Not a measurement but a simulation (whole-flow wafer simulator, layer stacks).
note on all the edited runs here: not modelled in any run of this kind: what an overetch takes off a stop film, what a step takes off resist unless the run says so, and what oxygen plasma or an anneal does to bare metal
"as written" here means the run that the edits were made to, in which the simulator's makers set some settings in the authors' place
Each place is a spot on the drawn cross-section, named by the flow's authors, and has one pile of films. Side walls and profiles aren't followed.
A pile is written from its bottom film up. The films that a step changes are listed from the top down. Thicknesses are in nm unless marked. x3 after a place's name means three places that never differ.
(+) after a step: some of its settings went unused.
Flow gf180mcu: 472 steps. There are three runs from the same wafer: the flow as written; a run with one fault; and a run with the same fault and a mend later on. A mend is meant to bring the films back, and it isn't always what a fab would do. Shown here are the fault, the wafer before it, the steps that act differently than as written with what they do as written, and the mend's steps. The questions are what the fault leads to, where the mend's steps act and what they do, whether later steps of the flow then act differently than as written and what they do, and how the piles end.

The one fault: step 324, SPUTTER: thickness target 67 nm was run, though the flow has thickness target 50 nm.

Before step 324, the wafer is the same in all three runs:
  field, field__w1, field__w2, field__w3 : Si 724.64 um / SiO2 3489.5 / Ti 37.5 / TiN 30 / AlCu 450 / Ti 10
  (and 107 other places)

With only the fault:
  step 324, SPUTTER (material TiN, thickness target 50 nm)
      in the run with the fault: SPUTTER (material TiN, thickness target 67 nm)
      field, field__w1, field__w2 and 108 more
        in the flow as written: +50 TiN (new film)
        in the run with the fault: +67 TiN (new film)
  Steps further on in the flow that do not act as written (not shown: 5 more steps that differ only slightly, by at most 2% or 0.5 nm, whichever is larger):
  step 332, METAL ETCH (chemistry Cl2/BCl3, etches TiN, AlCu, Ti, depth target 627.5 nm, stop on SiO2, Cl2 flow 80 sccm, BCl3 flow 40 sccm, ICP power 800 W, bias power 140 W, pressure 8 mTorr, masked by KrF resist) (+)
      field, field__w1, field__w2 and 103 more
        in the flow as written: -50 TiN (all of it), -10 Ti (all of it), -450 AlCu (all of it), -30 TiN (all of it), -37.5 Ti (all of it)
        in the run with the fault: -67 TiN (all of it), -10 Ti (all of it), -450 AlCu (all of it), -30 TiN (all of it), -37.5 Ti (all of it)
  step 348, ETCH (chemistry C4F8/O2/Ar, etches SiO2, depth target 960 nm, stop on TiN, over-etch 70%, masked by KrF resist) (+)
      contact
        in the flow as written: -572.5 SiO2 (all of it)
        in the run with the fault: -555.5 SiO2 (all of it)
  At field__w8, contact, m1, m1__w1, m1_nw, the piles at the end differ from the flow's by more than 2% or 0.5 nm, whichever is larger.
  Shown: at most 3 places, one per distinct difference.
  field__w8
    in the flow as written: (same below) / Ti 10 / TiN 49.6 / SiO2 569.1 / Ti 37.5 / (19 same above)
    in the run with the fault: (same below) / Ti 10 / TiN 66.6 / SiO2 552.1 / Ti 37.5 / (19 same above)
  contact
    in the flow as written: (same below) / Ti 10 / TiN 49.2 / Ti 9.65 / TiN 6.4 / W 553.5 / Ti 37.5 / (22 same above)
    in the run with the fault: (same below) / Ti 10 / TiN 66.2 / Ti 9.75 / TiN 6.47 / W 536.3 / Ti 37.5 / (22 same above)

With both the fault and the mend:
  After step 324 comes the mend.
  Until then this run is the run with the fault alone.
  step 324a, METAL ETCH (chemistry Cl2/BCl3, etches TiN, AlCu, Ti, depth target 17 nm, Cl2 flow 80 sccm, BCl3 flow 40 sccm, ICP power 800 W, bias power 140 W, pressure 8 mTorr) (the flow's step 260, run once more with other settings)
      field, field__w1, field__w2 and 108 more
        -17 TiN
  None of the later steps of the flow acts differently than as written at any place that is followed.
  The piles end the same as the flow's at every place that both follow.
